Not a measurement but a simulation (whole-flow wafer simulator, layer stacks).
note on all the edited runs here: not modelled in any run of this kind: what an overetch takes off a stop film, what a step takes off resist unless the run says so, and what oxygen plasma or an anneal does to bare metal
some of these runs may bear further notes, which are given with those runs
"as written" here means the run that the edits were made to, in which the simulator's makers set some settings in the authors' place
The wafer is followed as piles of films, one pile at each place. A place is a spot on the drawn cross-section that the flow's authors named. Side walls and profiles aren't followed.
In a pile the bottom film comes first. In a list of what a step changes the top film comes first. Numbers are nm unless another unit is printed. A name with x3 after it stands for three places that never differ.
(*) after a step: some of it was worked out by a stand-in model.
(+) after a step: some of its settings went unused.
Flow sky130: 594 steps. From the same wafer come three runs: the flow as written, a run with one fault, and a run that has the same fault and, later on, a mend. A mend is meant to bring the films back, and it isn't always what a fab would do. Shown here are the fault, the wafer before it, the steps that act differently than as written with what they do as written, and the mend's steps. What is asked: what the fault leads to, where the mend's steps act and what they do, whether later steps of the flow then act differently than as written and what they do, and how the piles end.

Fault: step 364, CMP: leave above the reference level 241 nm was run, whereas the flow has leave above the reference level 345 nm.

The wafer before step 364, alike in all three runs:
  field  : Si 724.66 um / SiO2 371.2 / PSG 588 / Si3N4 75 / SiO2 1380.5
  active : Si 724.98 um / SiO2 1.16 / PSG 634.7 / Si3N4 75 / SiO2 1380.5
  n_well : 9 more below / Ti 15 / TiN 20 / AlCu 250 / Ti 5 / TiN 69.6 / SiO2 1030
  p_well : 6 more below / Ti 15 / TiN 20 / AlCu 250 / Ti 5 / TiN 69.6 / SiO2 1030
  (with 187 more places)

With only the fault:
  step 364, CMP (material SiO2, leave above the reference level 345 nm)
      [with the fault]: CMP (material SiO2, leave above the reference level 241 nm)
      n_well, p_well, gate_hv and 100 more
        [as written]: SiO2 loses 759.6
        [with the fault]: SiO2 loses 863.6
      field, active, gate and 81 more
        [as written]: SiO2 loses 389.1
        [with the fault]: SiO2 loses 493.1
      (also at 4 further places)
  Later steps of the flow acting differently than as written (7 more steps, not shown, differ only slightly: by at most 2% or 0.5 nm, whichever is larger):
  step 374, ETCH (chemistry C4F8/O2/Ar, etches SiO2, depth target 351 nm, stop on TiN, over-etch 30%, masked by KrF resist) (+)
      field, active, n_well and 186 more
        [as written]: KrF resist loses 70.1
        [with the fault]: KrF resist loses 43.1
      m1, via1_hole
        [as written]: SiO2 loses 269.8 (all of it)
        [with the fault]: SiO2 loses 165.8 (all of it)
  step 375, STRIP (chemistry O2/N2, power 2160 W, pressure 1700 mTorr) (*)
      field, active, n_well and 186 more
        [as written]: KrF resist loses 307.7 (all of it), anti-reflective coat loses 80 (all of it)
        [with the fault]: KrF resist loses 334.7 (all of it), anti-reflective coat loses 80 (all of it)
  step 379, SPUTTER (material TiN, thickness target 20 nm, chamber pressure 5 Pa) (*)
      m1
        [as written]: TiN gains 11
        [with the fault]: TiN gains 13.1
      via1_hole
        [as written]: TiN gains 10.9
        [with the fault]: TiN gains 13.1
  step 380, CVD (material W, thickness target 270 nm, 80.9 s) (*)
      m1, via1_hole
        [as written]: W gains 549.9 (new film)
        [with the fault]: W gains 443.7 (new film)
  The piles end different from the flow's at field, active, n_well and 190 more by more than 2% or 0.5 nm, whichever is larger.
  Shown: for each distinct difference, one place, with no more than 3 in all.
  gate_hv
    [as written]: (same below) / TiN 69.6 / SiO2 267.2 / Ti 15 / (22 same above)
    [with the fault]: (same below) / TiN 69.6 / SiO2 163.2 / Ti 15 / (22 same above)
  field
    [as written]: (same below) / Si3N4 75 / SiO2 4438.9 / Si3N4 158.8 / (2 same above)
    [with the fault]: (same below) / Si3N4 75 / SiO2 4334.9 / Si3N4 158.8 / (2 same above)
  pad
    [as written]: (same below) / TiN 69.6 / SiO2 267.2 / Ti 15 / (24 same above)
    [with the fault]: (same below) / TiN 69.6 / SiO2 163.2 / Ti 15 / (24 same above)

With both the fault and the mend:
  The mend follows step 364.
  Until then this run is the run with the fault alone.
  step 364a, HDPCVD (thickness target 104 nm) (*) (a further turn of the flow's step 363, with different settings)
      field, active, n_well and 188 more
        SiO2 gains 104
  None of the later steps of the flow differs from how it acts as written, at any place that is followed, by more than 2% or 0.5 nm, whichever is larger.
  By the end, the piles equal the flow's at every place that both follow.
